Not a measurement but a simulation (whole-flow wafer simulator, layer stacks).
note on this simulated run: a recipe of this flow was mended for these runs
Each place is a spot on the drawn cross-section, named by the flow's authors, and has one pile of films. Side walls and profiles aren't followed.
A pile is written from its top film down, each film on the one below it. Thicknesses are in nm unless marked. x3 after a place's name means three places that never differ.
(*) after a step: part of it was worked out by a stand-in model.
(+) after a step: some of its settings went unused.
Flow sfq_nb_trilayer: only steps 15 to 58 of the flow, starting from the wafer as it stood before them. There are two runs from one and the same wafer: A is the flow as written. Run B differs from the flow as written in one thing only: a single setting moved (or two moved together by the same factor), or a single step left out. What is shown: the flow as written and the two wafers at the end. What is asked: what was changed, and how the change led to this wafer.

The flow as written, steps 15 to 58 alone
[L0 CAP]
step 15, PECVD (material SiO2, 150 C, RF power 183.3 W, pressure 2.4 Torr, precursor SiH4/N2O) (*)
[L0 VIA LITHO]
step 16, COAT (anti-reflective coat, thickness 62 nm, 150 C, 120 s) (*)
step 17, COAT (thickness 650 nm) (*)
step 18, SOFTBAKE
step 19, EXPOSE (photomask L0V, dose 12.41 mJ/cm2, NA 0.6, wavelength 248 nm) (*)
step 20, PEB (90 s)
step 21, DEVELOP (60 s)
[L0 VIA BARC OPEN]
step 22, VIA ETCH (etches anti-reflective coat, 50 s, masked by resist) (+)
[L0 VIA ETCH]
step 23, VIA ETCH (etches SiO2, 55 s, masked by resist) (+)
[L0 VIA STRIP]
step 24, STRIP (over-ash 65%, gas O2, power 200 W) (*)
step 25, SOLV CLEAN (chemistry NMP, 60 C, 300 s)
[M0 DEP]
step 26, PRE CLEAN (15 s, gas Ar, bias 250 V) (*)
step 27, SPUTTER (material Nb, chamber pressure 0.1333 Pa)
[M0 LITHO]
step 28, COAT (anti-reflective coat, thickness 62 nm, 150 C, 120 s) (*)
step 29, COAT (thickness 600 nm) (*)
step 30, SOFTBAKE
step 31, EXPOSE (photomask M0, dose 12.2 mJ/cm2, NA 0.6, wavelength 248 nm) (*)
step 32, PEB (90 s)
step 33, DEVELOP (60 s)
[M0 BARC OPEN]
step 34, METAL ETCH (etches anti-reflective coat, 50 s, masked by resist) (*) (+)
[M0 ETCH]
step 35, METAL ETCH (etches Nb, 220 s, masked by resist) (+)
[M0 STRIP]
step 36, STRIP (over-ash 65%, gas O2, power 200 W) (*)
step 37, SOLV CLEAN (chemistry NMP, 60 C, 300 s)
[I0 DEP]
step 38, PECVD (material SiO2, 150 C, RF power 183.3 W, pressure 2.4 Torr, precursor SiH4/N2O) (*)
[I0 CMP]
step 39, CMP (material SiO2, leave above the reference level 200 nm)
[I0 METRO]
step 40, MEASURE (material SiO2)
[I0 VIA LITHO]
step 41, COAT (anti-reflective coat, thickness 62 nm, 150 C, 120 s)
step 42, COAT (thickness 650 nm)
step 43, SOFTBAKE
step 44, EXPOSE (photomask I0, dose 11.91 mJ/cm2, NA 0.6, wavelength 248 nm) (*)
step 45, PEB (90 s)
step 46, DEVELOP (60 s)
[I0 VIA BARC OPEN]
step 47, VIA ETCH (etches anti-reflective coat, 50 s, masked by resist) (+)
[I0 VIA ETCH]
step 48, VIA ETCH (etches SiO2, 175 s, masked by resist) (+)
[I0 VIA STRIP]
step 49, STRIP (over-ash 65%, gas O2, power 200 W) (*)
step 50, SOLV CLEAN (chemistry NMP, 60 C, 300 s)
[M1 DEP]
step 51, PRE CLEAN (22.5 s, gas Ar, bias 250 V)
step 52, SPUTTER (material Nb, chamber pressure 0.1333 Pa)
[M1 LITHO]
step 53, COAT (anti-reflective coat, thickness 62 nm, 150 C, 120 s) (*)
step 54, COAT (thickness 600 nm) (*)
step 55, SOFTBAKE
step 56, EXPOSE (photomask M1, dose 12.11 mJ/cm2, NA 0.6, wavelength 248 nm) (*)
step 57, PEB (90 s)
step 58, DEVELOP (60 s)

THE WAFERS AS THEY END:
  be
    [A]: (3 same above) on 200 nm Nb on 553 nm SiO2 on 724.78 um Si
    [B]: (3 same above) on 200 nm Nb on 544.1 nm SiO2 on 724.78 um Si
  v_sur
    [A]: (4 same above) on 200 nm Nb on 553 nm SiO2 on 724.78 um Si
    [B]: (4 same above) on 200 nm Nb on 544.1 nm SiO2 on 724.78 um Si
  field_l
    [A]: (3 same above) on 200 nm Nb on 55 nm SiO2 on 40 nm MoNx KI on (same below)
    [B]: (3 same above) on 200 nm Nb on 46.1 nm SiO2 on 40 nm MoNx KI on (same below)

The reason: step 15, PECVD: RF power 139.3 W was run, whereas the flow has RF power 183.3 W.

How this came from the change, step by step:
  step 15, PECVD (material SiO2, 150 C, RF power 183.3 W, pressure 2.4 Torr, precursor SiH4/N2O) (*)
      v_sur, via_wl, via_w and 97 more: A +60 SiO2 | B +51.1 SiO2
      field_l, l0_sur, l0v, l0r_line_l, l0r_line_c, l0r_line_r: A +60 SiO2 (new film) | B +51.1 SiO2 (new film)
  step 23, VIA ETCH (etches SiO2, 55 s, masked by resist) (+)
      l0v: A -59.7 SiO2 (all of it), -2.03 MoNx KI | B -50.7 SiO2 (all of it), -2.93 MoNx KI
  step 28, COAT (anti-reflective coat, thickness 62 nm, 150 C, 120 s) (*)
      l0_sur: A +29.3 anti-reflective coat (new film) | B +32 anti-reflective coat (new film)
      l0v: A +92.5 anti-reflective coat (new film) | B +88.5 anti-reflective coat (new film)
  step 36, STRIP (over-ash 65%, gas O2, power 200 W) (*)
      l0_sur: A -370 KrF-resist-other-grade (all of it), -29.3 anti-reflective coat (all of it) | B -368.6 KrF-resist-other-grade (all of it), -32 anti-reflective coat (all of it)
      l0v: A -374.1 KrF-resist-other-grade (all of it), -92.5 anti-reflective coat (all of it) | B -370.4 KrF-resist-other-grade (all of it), -88.5 anti-reflective coat (all of it)
  step 39, CMP (material SiO2, leave above the reference level 200 nm)
      l0v: A -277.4 SiO2 | B -286.8 SiO2
